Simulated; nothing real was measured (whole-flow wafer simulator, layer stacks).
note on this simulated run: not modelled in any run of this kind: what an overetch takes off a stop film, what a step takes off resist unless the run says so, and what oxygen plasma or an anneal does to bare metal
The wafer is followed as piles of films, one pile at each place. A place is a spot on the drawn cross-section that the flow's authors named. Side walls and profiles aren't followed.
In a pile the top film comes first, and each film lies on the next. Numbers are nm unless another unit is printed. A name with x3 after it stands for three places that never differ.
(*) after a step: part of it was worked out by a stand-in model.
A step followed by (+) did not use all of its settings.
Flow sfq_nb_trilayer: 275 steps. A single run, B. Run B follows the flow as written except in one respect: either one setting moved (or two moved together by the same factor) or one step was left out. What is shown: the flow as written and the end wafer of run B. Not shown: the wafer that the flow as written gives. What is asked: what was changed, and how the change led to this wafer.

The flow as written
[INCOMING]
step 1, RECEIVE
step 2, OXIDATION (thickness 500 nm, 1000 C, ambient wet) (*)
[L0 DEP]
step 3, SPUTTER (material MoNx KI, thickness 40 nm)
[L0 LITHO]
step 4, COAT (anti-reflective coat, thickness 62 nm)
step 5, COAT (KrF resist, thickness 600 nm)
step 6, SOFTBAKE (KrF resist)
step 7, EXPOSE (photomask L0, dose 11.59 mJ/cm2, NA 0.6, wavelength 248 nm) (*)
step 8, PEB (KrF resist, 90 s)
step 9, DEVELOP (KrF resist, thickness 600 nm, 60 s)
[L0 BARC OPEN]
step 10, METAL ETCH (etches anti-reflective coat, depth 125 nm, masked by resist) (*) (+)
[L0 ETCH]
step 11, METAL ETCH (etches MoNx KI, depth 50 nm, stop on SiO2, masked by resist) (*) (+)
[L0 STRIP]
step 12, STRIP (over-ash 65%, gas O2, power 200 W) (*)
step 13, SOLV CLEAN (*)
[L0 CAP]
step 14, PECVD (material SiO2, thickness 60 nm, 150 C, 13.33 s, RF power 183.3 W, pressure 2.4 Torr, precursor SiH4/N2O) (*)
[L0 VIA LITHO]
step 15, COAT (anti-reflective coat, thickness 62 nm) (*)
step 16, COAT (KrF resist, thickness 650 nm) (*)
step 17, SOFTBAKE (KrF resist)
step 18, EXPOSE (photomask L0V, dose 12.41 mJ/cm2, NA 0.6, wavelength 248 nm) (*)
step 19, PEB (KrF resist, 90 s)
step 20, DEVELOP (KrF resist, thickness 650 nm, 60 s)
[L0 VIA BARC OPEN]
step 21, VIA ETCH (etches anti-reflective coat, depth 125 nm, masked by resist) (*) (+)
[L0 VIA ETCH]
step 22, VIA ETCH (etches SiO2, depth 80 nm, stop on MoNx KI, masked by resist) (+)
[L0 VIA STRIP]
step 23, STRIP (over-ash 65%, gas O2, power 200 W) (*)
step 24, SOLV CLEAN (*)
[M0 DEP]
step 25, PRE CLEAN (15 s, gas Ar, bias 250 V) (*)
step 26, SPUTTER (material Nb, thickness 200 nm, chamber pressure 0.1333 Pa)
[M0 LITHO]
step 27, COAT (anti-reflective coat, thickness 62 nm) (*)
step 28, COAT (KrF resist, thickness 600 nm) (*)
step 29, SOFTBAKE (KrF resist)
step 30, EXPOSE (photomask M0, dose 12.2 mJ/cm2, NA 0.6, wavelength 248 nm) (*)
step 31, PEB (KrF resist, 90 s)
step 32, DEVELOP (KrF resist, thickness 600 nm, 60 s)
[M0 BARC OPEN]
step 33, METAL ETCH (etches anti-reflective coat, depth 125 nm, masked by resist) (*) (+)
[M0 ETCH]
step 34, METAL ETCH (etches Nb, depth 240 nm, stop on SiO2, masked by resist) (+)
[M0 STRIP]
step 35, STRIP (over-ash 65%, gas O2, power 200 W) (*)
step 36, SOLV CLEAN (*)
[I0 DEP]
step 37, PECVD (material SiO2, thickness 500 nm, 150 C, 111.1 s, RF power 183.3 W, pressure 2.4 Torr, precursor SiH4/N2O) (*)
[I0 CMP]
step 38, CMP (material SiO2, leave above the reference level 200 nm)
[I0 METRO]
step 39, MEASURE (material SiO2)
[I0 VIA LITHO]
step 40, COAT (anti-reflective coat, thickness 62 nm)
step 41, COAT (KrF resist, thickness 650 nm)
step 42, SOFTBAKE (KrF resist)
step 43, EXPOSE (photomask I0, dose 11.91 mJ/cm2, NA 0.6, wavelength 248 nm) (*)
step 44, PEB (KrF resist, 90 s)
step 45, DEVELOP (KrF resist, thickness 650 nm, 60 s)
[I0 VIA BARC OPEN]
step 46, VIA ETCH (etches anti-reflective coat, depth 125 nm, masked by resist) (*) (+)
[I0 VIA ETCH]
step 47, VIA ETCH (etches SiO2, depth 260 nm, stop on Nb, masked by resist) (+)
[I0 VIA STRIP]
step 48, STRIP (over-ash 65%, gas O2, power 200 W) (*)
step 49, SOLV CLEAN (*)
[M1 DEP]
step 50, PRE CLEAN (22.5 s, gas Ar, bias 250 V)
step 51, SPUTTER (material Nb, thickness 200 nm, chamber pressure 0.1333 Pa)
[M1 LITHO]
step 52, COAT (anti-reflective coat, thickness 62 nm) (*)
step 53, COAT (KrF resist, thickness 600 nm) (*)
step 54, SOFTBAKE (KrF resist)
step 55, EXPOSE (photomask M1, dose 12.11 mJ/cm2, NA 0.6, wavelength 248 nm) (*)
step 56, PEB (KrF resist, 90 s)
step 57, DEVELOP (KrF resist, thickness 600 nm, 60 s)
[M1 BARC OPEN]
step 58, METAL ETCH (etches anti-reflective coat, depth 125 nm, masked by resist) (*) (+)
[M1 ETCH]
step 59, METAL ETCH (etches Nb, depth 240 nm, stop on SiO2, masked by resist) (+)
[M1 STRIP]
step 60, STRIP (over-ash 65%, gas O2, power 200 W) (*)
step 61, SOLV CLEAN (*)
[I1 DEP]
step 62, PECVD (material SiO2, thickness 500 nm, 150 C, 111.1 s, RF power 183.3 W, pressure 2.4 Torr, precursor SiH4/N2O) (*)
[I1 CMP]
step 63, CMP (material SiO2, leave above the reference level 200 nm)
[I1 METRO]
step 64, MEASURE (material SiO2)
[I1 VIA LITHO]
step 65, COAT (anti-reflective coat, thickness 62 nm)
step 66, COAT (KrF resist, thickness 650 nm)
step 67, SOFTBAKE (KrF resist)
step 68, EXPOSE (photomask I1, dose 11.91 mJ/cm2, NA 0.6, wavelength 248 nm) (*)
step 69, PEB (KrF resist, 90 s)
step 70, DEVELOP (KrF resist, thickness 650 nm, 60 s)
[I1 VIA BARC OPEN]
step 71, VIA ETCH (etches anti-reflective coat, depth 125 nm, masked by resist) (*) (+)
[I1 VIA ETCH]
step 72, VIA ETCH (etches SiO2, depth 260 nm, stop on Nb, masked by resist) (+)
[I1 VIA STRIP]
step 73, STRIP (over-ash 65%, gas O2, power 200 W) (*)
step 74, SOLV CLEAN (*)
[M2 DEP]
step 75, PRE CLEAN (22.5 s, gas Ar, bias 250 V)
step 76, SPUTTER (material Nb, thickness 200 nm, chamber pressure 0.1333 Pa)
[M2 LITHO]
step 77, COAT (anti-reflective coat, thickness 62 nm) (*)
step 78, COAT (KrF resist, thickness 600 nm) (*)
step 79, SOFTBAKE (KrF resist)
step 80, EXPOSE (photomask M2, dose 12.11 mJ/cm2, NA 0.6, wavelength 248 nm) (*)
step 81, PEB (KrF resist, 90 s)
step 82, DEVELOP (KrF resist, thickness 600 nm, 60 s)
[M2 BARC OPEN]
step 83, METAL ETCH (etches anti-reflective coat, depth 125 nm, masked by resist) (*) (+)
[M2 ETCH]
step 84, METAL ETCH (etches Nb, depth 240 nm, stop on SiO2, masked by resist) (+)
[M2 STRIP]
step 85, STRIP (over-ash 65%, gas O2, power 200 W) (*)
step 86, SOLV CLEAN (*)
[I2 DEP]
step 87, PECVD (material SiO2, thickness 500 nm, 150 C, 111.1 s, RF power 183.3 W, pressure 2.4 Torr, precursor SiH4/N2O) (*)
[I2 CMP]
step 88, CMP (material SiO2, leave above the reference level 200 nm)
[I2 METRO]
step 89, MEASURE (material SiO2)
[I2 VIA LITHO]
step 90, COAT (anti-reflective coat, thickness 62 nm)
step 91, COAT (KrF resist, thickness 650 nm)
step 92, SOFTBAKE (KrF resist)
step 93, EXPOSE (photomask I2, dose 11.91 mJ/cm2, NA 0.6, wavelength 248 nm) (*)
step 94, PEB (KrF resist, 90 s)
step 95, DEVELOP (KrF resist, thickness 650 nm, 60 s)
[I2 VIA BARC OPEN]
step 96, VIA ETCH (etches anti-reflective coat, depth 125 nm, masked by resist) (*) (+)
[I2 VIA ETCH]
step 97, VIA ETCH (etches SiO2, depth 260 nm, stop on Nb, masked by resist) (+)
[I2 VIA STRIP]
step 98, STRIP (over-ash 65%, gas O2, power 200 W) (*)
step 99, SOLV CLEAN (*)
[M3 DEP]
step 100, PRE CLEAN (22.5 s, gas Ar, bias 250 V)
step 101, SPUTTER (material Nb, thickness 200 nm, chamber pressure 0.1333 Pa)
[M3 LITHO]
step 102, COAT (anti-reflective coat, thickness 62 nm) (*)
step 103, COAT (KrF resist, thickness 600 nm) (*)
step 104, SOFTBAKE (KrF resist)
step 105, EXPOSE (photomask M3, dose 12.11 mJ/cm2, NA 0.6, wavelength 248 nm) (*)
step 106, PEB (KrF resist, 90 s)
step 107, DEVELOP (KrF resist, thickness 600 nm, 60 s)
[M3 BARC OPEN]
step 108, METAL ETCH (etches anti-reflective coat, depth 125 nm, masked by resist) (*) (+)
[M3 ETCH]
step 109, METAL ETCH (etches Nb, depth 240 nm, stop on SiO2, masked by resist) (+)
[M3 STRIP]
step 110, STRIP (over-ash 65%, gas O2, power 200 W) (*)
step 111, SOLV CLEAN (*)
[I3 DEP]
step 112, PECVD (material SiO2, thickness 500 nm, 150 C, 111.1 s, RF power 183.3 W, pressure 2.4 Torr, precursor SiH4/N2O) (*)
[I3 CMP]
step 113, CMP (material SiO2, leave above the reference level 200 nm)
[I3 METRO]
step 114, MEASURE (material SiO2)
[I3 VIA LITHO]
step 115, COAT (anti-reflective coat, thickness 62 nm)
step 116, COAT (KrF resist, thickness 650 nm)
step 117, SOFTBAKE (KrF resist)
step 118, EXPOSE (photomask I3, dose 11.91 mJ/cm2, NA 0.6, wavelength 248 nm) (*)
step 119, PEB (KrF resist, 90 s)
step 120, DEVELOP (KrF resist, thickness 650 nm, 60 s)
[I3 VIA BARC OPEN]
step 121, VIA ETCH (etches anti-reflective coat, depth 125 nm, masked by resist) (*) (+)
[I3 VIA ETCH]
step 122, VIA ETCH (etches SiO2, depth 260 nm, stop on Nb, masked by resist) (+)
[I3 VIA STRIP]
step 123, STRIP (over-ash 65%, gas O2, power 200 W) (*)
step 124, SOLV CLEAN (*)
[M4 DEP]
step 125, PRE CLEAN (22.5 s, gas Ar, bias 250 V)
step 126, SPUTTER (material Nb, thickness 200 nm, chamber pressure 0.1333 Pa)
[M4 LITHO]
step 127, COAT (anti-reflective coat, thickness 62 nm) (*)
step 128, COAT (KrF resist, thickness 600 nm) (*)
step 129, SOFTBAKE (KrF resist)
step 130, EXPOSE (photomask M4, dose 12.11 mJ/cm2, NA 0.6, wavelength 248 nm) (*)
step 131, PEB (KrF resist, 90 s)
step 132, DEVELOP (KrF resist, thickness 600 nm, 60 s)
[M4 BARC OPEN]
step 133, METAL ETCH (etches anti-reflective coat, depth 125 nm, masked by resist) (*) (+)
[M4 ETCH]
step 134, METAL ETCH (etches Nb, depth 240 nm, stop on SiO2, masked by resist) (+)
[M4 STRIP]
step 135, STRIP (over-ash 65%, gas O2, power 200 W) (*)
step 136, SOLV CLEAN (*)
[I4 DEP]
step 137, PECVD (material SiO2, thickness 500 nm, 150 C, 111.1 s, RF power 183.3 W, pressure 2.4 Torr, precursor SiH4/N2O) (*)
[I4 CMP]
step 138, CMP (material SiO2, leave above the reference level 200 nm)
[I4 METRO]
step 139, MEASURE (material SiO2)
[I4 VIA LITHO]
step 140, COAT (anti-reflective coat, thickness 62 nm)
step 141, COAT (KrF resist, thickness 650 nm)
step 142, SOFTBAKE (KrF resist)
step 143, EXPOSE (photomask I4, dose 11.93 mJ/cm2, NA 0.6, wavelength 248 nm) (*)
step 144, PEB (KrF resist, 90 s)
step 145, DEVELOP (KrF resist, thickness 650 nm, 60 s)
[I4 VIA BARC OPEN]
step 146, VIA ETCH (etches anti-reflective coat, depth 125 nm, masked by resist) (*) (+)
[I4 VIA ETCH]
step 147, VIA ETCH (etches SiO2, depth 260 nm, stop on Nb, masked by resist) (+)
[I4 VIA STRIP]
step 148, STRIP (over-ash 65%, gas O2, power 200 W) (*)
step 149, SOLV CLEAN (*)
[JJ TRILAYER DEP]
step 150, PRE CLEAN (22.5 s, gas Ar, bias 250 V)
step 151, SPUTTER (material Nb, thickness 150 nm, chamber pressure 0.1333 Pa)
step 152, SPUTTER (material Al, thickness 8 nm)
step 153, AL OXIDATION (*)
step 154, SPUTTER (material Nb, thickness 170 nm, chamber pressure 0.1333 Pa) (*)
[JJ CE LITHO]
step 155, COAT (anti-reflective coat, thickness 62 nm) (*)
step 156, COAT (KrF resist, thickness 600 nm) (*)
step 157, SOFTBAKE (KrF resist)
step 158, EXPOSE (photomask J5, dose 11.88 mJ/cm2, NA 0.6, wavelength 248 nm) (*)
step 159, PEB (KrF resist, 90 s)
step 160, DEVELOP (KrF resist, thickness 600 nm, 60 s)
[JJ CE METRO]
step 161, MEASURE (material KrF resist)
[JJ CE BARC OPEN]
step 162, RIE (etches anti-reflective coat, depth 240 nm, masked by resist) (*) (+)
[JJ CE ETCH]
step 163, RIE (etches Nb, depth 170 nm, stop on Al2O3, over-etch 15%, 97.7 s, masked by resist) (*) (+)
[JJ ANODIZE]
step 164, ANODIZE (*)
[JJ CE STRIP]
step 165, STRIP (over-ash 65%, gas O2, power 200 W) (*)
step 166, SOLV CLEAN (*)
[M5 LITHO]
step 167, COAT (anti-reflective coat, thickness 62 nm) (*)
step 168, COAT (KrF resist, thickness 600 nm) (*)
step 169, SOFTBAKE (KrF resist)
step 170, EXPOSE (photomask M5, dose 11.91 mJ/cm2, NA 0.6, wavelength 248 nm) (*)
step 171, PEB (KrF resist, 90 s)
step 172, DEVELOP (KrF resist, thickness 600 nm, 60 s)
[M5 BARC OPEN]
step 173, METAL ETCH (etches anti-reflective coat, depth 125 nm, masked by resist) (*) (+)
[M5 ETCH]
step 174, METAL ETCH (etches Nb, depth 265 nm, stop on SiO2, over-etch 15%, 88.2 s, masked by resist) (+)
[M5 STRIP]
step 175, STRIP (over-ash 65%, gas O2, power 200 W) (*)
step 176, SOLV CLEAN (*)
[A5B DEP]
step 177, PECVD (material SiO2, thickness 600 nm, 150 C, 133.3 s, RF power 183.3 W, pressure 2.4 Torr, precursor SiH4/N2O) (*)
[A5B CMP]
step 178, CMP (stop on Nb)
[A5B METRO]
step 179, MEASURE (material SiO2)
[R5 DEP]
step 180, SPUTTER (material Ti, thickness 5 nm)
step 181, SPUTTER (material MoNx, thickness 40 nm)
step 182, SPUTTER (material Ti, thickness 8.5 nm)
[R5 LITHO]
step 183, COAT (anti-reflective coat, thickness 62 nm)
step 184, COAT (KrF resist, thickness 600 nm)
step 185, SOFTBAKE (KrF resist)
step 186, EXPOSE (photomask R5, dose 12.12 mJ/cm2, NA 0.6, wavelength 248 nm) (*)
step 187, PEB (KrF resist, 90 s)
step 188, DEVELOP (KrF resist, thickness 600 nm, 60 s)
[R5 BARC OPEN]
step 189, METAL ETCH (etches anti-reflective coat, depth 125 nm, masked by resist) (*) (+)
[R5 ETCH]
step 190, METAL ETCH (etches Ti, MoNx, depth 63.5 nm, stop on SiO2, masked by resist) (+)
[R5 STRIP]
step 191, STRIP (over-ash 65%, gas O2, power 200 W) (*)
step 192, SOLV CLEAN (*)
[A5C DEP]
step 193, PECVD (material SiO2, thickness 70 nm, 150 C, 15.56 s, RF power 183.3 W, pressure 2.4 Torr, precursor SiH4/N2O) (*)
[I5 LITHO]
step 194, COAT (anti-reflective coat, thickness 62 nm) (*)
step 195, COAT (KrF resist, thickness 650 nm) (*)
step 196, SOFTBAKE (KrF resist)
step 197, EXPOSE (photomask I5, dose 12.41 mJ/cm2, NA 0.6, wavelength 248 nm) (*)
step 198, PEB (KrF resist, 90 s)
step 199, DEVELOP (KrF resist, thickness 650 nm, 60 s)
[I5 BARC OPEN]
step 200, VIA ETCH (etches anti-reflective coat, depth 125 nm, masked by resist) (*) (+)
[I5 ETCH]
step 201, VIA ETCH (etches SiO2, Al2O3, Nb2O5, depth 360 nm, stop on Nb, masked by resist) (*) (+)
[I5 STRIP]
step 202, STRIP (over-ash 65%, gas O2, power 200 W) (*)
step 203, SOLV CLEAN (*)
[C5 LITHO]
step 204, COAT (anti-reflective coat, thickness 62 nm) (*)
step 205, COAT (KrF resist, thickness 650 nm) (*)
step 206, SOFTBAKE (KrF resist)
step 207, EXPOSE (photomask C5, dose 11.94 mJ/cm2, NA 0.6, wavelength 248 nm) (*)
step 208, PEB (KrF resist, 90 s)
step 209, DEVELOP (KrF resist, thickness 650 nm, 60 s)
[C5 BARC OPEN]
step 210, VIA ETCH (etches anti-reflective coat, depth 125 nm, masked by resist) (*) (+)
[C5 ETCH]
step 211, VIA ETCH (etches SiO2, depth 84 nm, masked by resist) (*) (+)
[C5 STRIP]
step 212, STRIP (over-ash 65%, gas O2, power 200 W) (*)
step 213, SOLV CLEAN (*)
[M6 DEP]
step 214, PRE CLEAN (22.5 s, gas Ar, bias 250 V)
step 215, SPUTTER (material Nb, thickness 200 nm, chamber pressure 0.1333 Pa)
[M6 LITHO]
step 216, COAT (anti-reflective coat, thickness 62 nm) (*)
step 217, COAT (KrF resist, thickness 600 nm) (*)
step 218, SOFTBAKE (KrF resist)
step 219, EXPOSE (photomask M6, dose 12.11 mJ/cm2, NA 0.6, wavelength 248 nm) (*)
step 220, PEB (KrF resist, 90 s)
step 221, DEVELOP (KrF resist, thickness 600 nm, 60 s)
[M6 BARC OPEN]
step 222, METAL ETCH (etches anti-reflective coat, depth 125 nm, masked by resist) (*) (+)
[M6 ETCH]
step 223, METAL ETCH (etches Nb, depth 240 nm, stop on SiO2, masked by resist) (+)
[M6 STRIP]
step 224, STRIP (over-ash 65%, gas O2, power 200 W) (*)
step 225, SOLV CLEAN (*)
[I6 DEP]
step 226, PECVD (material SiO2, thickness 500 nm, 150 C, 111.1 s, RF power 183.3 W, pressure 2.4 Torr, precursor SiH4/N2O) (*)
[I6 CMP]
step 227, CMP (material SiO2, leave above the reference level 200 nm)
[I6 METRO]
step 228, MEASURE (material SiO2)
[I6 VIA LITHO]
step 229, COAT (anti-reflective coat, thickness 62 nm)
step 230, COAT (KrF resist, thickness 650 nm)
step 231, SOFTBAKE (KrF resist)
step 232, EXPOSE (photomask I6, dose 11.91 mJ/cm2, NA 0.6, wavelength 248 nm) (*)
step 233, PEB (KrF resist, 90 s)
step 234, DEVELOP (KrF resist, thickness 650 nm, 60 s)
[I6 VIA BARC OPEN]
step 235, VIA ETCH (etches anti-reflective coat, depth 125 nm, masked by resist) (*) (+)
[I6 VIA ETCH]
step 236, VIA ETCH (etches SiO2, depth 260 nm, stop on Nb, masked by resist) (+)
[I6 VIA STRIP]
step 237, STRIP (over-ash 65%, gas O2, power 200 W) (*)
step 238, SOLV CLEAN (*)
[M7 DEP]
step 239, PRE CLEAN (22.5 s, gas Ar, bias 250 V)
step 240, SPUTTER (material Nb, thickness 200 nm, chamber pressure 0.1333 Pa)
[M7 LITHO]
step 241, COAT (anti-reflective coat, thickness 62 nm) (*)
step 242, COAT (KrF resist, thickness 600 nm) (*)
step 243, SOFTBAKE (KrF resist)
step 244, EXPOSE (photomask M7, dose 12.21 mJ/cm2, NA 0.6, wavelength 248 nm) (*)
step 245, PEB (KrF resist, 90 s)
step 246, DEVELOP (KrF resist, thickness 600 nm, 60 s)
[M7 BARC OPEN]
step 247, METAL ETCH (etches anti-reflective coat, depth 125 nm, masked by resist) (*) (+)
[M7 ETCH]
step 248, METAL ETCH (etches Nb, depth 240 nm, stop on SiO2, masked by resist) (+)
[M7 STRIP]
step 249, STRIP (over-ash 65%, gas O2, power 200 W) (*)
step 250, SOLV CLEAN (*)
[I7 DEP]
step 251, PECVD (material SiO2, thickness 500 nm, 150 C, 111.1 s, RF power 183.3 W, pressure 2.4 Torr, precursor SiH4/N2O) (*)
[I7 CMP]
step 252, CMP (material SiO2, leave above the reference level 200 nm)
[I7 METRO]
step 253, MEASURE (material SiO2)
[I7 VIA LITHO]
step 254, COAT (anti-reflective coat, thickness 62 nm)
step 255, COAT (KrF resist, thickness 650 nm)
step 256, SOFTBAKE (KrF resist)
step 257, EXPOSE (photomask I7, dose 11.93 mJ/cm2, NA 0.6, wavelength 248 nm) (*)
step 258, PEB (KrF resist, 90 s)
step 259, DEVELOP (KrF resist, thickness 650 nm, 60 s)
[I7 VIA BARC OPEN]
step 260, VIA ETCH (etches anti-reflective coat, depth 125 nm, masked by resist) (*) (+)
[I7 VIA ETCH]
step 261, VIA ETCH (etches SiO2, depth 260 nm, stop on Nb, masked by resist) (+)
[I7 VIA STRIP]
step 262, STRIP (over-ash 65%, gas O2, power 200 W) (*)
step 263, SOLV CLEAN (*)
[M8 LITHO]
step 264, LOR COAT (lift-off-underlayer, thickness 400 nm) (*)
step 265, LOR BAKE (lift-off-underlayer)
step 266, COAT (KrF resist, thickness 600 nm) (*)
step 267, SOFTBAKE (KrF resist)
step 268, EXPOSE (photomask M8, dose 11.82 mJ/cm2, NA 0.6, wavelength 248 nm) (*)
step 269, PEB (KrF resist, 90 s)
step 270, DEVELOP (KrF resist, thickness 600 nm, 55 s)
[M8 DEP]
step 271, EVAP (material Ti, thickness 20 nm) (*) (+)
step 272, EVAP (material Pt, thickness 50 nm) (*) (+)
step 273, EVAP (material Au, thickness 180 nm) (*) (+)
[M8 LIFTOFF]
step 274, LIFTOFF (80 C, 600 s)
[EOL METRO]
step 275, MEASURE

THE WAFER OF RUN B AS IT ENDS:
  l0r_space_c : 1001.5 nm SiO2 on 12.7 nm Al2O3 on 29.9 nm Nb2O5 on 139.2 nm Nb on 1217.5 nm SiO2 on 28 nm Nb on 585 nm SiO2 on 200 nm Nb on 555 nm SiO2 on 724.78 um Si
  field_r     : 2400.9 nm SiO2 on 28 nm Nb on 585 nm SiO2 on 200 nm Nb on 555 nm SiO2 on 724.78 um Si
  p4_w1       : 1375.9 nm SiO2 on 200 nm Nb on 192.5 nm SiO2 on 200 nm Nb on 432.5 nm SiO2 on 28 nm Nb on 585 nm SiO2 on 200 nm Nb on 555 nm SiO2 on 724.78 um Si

What caused this: step 76, SPUTTER: thickness 268 nm was run, while the flow as written has thickness 200 nm.

How this came from the change, step by step:
  step 76, SPUTTER (material Nb, thickness 200 nm, chamber pressure 0.1333 Pa)
      field_l, v_sur, via_wl and 102 more: +268 Nb (new film) (it would be, as written: +200 Nb (new film))
      via_v: +234.8 Nb (it would be, as written: +174.5 Nb)
  step 84, METAL ETCH (etches Nb, depth 240 nm, stop on SiO2, masked by resist) (+)
      field_l, be, be_sur and 81 more: -240 Nb (it would be, as written: -200 Nb (all of it))
  step 87, PECVD (material SiO2, thickness 500 nm, 150 C, 111.1 s, RF power 183.3 W, pressure 2.4 Torr, precursor SiH4/N2O) (*)
      field_l, be, be_sur and 81 more: +500 SiO2 (new film) (it would be, as written: +500 SiO2)
      via_v: +589.3 SiO2 (new film) (it would be, as written: +606 SiO2 (new film))
  step 88, CMP (material SiO2, leave above the reference level 200 nm)
      field_l, be, be_sur and 81 more: -60 SiO2 (it would be, as written: -100 SiO2)
      via_v: -157.1 SiO2 (it would be, as written: -181.6 SiO2)
If metal films that touch count as one body, l0r_space_c has 3 bodies (between them, from the top down: SiO2 1217.5; SiO2 585); the flow as written gives 2 bodies (between them, from the top down: SiO2 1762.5).
If metal films that touch count as one body, field_r has 2 bodies (between them, from the top down: SiO2 585); the flow as written gives 1 body.
If metal films that touch count as one body, p4_w1 has 4 bodies (between them, from the top down: SiO2 192.5; SiO2 432.5; SiO2 585); the flow as written gives 3 bodies (between them, from the top down: SiO2 192.5; SiO2 977.5).
